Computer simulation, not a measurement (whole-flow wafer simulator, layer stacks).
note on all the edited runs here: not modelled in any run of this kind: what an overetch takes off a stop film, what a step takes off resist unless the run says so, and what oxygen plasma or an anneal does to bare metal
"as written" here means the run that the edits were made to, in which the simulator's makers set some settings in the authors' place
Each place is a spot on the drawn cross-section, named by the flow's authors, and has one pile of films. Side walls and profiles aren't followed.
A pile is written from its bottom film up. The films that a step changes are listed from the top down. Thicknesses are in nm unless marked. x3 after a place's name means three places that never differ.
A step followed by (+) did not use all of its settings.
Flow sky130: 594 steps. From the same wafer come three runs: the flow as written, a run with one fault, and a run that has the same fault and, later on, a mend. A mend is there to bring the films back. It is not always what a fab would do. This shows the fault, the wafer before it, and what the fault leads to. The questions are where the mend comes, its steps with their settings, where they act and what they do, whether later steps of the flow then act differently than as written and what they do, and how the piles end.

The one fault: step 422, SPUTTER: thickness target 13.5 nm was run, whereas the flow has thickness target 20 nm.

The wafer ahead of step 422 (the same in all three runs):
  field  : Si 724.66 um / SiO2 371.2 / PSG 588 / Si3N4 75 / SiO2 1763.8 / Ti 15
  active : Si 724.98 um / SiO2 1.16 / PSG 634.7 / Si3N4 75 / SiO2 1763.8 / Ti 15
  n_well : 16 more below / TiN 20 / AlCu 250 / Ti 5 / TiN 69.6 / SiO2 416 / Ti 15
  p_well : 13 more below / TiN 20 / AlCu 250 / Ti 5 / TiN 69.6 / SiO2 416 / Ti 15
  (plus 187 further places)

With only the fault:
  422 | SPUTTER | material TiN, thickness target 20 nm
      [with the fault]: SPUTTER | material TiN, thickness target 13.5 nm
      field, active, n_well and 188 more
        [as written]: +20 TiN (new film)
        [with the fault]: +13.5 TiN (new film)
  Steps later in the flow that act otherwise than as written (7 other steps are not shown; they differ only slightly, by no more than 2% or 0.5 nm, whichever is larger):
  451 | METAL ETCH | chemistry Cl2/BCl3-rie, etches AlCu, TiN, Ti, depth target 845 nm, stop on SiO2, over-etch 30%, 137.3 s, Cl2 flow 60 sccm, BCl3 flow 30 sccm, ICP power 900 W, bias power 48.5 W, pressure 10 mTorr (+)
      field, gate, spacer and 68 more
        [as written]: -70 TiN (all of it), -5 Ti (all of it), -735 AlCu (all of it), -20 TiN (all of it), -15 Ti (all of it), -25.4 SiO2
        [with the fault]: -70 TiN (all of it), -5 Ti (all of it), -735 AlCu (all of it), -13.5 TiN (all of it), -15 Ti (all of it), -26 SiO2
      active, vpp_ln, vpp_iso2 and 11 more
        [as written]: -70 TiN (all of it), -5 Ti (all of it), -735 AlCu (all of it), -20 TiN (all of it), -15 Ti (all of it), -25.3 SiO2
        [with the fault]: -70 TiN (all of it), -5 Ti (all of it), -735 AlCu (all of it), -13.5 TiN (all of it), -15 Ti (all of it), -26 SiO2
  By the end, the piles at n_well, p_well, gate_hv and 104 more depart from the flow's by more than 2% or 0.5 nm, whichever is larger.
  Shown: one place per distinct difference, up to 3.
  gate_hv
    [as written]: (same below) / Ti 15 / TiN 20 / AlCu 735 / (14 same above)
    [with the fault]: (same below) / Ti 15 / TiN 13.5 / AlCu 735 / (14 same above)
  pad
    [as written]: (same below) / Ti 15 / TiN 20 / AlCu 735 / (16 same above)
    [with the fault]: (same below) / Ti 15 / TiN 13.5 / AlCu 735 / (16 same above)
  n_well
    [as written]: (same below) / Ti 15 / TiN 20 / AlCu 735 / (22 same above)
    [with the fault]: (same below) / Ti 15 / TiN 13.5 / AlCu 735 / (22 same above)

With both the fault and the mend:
  The mend stands after step 422.
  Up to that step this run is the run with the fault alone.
  422a | SPUTTER | material TiN, thickness target 6.5 nm (the flow's step 422 again, with other settings)
      field, active, n_well and 188 more
        +6.5 TiN
  None of the later steps of the flow acts differently than as written at any place that is followed.
  By the end, the piles equal the flow's at every place that both follow.
